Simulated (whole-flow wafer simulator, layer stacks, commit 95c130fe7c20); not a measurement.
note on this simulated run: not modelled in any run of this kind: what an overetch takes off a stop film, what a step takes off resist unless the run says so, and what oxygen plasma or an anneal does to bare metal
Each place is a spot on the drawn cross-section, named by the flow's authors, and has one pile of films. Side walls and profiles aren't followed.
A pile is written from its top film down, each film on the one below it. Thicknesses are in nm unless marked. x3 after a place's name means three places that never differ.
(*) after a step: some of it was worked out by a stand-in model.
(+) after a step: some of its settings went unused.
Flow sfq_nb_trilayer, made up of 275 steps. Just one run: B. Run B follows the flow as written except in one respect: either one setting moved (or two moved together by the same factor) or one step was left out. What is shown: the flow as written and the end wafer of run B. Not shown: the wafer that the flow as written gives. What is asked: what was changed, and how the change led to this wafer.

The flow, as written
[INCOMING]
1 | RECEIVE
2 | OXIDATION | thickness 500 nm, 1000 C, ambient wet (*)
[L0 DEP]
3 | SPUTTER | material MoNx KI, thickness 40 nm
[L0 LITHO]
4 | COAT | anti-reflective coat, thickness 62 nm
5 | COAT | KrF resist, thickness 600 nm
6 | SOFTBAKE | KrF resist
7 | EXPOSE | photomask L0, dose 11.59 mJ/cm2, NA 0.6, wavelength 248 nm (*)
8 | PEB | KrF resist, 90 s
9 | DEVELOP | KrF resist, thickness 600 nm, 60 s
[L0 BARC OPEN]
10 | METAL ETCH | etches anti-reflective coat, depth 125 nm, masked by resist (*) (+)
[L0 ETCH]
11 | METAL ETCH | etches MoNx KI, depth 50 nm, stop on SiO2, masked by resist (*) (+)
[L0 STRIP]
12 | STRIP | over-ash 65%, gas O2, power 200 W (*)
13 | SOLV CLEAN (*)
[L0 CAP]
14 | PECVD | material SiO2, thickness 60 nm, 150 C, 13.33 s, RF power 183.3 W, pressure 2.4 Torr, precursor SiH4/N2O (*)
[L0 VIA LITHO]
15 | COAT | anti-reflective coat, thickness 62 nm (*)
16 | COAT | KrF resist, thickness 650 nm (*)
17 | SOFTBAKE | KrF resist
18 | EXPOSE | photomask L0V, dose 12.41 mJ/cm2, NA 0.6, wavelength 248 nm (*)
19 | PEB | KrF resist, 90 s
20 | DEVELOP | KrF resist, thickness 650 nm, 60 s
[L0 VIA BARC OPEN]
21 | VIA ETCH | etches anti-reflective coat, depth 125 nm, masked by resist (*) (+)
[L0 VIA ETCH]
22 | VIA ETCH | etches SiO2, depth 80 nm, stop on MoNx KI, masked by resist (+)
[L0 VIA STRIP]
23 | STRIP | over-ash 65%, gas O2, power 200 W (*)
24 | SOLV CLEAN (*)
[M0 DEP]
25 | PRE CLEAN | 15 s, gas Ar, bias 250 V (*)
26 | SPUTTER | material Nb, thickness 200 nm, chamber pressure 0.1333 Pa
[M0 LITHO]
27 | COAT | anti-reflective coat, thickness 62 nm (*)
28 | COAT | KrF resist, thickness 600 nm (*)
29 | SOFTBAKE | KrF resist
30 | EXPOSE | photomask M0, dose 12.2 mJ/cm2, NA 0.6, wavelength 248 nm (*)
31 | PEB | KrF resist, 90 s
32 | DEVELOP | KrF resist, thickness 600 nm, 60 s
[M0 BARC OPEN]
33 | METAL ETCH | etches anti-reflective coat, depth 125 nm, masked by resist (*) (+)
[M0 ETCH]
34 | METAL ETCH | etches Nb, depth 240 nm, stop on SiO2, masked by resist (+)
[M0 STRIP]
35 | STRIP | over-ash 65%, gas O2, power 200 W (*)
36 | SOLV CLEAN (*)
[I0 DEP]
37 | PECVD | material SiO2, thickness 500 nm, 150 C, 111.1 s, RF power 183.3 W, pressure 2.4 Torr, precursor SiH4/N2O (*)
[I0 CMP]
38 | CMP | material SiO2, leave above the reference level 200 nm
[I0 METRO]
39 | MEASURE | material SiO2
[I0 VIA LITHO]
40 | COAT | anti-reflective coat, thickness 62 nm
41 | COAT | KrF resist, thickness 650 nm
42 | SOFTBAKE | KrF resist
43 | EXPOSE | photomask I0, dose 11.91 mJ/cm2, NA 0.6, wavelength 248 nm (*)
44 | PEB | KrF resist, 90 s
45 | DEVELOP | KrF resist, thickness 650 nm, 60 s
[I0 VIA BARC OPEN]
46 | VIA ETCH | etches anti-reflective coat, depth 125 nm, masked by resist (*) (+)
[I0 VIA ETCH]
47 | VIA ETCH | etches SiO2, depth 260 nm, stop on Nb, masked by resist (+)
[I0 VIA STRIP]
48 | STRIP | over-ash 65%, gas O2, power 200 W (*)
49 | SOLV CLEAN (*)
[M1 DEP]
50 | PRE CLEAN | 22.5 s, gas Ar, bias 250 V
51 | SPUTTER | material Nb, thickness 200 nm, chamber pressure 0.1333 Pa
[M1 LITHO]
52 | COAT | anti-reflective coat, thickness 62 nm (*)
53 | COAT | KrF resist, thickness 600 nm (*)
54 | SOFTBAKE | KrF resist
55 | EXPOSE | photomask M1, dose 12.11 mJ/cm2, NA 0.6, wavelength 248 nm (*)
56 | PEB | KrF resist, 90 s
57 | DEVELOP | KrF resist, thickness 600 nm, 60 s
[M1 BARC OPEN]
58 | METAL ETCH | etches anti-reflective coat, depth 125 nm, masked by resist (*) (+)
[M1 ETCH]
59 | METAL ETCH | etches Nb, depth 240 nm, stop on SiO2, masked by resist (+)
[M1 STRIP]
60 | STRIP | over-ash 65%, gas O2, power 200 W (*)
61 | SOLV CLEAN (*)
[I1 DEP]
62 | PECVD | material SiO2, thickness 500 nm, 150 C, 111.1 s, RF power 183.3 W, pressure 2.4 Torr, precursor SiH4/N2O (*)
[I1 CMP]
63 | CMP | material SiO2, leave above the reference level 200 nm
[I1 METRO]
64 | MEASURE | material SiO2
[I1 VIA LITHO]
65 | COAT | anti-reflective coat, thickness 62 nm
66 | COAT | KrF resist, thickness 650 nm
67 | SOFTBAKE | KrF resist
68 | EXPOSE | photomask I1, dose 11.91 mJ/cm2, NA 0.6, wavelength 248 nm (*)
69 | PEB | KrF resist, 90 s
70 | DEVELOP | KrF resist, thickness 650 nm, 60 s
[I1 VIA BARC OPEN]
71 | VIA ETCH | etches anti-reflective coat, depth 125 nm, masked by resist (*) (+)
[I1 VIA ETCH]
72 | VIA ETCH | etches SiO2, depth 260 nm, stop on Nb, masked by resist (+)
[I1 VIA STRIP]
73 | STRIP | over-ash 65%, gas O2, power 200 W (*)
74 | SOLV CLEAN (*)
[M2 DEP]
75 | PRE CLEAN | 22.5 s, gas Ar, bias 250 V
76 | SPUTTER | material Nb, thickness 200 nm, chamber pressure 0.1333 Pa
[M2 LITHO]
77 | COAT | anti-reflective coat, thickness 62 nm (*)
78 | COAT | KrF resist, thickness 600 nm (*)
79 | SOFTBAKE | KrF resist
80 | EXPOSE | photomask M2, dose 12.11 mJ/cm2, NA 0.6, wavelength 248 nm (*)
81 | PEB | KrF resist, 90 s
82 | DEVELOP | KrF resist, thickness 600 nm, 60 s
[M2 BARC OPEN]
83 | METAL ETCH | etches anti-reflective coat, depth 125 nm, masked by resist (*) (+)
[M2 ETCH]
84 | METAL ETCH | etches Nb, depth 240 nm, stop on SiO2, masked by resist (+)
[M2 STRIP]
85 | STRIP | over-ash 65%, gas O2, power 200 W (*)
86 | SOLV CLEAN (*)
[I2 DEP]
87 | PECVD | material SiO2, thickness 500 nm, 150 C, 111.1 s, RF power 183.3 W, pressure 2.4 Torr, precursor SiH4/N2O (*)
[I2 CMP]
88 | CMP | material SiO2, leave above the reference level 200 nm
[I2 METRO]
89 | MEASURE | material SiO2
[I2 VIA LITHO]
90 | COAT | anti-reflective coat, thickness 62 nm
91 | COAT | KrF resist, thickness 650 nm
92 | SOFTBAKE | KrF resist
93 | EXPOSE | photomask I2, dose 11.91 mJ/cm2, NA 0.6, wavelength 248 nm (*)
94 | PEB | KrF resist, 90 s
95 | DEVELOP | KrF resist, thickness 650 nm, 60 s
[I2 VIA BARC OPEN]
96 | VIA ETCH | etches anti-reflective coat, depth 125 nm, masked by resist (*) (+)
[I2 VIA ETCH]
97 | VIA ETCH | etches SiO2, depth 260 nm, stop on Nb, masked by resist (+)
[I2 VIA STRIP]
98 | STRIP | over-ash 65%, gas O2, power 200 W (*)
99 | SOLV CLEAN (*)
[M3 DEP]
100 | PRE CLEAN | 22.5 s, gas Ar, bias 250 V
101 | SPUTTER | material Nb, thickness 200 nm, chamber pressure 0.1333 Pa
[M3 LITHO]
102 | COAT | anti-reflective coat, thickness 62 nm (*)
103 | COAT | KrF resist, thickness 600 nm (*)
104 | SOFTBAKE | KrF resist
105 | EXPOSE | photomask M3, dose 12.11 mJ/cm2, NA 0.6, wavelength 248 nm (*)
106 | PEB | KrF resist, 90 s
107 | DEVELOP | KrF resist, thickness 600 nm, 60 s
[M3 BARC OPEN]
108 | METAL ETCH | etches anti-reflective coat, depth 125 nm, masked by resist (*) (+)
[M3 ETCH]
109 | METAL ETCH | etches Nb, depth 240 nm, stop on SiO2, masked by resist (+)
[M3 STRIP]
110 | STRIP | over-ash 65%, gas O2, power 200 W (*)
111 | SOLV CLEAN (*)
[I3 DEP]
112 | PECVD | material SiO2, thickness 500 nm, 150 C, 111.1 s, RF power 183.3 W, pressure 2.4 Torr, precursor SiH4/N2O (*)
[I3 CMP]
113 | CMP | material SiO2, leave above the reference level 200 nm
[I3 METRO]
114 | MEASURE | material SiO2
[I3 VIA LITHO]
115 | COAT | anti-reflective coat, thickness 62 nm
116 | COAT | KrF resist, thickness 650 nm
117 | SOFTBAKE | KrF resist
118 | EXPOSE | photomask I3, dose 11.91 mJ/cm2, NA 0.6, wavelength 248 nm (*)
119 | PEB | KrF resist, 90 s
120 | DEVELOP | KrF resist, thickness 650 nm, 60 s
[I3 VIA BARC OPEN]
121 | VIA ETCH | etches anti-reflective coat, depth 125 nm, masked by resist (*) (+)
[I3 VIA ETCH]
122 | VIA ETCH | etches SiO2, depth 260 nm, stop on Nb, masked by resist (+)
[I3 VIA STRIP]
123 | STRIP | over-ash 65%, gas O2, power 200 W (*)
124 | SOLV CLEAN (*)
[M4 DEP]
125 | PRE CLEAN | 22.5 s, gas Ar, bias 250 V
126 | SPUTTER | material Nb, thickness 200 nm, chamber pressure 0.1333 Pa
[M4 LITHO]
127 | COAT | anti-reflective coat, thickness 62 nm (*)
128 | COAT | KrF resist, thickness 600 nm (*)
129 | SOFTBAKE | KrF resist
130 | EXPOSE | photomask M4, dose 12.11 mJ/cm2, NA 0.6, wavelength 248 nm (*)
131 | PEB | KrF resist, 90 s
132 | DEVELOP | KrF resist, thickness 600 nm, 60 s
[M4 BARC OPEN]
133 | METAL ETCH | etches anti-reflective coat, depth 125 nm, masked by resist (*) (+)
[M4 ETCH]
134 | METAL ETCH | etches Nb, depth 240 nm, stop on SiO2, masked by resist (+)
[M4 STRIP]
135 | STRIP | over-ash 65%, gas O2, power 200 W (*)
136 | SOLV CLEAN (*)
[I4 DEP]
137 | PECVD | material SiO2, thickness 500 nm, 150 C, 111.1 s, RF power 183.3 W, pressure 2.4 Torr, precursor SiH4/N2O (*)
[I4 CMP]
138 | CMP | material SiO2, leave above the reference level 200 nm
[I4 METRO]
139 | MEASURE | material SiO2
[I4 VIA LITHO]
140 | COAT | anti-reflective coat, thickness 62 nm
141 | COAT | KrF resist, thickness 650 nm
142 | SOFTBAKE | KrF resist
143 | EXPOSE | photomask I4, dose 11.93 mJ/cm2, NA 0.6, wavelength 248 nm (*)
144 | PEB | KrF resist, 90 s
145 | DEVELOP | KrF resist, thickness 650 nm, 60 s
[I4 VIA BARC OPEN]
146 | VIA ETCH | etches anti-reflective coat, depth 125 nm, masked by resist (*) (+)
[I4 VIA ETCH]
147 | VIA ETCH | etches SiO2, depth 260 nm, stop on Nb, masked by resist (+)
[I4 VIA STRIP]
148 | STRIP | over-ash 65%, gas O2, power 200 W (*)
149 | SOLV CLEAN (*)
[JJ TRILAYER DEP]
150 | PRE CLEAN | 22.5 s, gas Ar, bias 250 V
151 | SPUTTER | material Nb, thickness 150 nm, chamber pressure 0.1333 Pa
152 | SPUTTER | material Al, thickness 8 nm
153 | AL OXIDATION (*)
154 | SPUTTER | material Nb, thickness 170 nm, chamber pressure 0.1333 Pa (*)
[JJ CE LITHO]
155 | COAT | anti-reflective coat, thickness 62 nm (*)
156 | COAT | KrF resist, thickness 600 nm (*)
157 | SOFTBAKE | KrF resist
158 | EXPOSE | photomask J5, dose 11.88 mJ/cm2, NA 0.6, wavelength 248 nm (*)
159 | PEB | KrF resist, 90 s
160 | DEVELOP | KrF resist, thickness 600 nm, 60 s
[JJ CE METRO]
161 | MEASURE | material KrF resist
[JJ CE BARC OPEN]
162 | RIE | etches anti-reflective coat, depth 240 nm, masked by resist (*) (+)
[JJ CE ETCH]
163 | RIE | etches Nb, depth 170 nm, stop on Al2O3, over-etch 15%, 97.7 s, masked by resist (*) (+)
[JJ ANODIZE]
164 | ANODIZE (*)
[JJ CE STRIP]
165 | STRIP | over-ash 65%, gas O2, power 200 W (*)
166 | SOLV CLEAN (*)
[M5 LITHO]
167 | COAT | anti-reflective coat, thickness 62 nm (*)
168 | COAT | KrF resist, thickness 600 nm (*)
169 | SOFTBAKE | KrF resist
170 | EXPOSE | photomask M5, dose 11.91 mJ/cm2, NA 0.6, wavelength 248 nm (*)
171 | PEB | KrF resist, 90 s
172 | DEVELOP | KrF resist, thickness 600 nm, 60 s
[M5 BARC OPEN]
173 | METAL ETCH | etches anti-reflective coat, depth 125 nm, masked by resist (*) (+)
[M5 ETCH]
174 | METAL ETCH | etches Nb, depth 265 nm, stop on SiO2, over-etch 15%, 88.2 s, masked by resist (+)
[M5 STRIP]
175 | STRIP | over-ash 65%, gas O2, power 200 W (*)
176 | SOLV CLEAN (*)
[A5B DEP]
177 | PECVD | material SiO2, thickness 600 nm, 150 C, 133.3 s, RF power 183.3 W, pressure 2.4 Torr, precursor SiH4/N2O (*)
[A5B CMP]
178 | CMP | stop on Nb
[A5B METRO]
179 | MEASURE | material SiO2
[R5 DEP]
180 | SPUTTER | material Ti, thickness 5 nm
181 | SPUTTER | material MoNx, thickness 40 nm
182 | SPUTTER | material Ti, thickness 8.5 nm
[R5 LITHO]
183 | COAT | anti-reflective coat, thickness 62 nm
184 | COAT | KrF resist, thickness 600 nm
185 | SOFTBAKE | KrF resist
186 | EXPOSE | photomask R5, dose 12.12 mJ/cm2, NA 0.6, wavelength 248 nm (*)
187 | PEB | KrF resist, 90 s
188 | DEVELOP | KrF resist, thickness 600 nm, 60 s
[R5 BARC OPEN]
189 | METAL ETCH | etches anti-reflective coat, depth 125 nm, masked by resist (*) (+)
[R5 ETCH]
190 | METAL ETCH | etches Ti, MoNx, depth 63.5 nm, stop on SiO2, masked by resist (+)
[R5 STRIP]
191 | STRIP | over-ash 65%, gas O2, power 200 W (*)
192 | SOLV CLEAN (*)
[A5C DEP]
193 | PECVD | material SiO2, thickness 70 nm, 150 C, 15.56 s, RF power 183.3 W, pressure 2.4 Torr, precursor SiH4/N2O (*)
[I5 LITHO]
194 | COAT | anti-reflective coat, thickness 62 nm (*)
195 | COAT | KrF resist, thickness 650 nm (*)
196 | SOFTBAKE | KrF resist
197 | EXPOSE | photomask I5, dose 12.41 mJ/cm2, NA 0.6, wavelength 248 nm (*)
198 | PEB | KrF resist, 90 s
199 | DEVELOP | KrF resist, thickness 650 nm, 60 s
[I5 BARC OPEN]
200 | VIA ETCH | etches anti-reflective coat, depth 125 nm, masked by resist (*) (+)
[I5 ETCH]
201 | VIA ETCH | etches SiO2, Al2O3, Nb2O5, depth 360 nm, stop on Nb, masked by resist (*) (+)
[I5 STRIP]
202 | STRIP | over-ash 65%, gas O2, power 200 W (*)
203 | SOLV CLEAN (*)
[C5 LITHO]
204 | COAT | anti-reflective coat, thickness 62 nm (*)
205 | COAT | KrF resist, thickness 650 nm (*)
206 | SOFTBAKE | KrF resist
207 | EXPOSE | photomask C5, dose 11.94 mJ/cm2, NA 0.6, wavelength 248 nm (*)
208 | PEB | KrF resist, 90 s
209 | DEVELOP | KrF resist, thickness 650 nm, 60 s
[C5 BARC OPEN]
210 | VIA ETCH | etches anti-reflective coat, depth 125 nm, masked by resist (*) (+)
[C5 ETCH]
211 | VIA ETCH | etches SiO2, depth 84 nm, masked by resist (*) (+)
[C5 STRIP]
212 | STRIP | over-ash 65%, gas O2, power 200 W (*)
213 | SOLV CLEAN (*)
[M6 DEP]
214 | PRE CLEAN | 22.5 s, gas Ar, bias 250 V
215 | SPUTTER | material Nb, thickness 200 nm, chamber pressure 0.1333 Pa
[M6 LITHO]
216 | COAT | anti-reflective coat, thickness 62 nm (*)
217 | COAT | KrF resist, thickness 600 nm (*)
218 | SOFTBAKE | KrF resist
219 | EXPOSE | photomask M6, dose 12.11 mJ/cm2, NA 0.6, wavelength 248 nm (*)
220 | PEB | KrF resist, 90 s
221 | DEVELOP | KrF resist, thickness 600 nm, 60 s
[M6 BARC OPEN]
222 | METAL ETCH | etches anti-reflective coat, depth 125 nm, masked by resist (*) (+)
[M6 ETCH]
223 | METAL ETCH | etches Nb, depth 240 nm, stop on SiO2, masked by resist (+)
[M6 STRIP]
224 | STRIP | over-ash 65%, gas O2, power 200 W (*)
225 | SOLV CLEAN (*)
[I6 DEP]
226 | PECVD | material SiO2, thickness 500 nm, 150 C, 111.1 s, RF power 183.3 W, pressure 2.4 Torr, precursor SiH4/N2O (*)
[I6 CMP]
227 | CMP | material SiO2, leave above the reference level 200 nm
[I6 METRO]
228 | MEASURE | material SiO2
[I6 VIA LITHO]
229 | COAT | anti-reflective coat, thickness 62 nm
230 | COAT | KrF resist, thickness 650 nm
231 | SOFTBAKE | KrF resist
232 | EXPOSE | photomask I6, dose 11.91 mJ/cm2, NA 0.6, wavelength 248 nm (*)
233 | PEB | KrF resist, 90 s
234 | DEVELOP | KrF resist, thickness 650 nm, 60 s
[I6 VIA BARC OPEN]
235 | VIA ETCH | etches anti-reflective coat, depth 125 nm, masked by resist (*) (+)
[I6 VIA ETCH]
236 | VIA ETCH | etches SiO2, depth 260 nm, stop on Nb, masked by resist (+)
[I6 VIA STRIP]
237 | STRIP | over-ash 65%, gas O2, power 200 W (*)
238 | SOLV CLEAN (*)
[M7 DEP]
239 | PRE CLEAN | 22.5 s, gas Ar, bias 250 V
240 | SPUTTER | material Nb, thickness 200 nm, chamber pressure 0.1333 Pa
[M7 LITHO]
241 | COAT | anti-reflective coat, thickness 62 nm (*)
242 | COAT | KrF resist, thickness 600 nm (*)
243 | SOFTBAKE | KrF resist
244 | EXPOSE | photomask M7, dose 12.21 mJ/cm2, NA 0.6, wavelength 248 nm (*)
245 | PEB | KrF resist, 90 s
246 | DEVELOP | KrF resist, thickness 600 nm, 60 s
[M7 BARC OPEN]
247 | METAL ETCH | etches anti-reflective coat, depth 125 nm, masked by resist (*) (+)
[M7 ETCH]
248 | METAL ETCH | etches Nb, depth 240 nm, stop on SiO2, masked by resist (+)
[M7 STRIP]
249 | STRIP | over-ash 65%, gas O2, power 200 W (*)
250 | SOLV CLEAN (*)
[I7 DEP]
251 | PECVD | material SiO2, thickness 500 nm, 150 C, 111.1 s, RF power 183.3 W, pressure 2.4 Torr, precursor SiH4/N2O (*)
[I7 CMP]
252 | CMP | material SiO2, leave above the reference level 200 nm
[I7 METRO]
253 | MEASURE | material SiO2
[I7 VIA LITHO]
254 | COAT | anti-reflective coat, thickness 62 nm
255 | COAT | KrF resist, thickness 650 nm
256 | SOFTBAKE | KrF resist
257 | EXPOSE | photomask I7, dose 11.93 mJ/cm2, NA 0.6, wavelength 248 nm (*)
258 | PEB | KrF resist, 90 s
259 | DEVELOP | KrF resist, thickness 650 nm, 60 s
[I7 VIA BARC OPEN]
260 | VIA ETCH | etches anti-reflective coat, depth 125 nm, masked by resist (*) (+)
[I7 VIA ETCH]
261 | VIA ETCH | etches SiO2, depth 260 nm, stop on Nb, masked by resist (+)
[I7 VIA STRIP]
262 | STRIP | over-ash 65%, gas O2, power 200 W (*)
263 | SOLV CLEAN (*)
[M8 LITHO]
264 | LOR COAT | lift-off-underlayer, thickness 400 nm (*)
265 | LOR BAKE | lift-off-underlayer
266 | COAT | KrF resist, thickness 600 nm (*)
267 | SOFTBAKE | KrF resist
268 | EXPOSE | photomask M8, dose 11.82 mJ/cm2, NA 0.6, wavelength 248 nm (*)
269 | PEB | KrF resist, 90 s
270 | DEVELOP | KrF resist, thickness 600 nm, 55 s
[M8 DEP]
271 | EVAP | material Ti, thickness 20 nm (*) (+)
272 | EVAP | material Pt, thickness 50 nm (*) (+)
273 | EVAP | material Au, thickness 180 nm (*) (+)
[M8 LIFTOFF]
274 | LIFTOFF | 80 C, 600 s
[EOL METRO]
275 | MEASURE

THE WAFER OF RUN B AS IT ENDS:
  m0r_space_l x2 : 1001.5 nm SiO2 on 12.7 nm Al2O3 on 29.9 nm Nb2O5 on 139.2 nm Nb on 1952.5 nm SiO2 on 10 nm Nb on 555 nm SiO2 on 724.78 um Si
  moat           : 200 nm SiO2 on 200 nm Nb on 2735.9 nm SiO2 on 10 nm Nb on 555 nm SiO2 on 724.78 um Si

The reason: step 34, METAL ETCH: depth 190 nm was run, while the flow as written has depth 240 nm.

Step by step, how the change led to this:
  34 | METAL ETCH | etches Nb, depth 240 nm, stop on SiO2, masked by resist (+)
      moat, m0r_space_l x2: -190 Nb (as written it would have been: -200 Nb (all of it))
      field_l, v_sur, via_wl and 100 more: -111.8 KrF resist (as written it would have been: -141.2 KrF resist)
  35 | STRIP | over-ash 65%, gas O2, power 200 W (*)
      p4_fl x3, p4_w1 x9, p4_g1 x2 and 57 more: -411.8 KrF resist (all of it), -62 anti-reflective coat (all of it) (as written it would have been: -382.4 KrF resist (all of it), -62 anti-reflective coat (all of it))
      ce_r, sp_r, be_r, r_sur: -418.4 KrF resist (all of it), -63.6 anti-reflective coat (all of it) (as written it would have been: -389 KrF resist (all of it), -63.6 anti-reflective coat (all of it))
      (also at 28 further places)
  37 | PECVD | material SiO2, thickness 500 nm, 150 C, 111.1 s, RF power 183.3 W, pressure 2.4 Torr, precursor SiH4/N2O (*)
      moat, m0r_space_l x2: +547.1 SiO2 (new film) (as written it would have been: +557.1 SiO2)
Taking metal films that touch as one body, m0r_space_l x2 has 2 bodies (between them, from the top down: SiO2 1952.5); the flow as written gives 1 body.
Taking metal films that touch as one body, moat has 2 bodies (between them, from the top down: SiO2 2735.9); the flow as written gives 1 body.
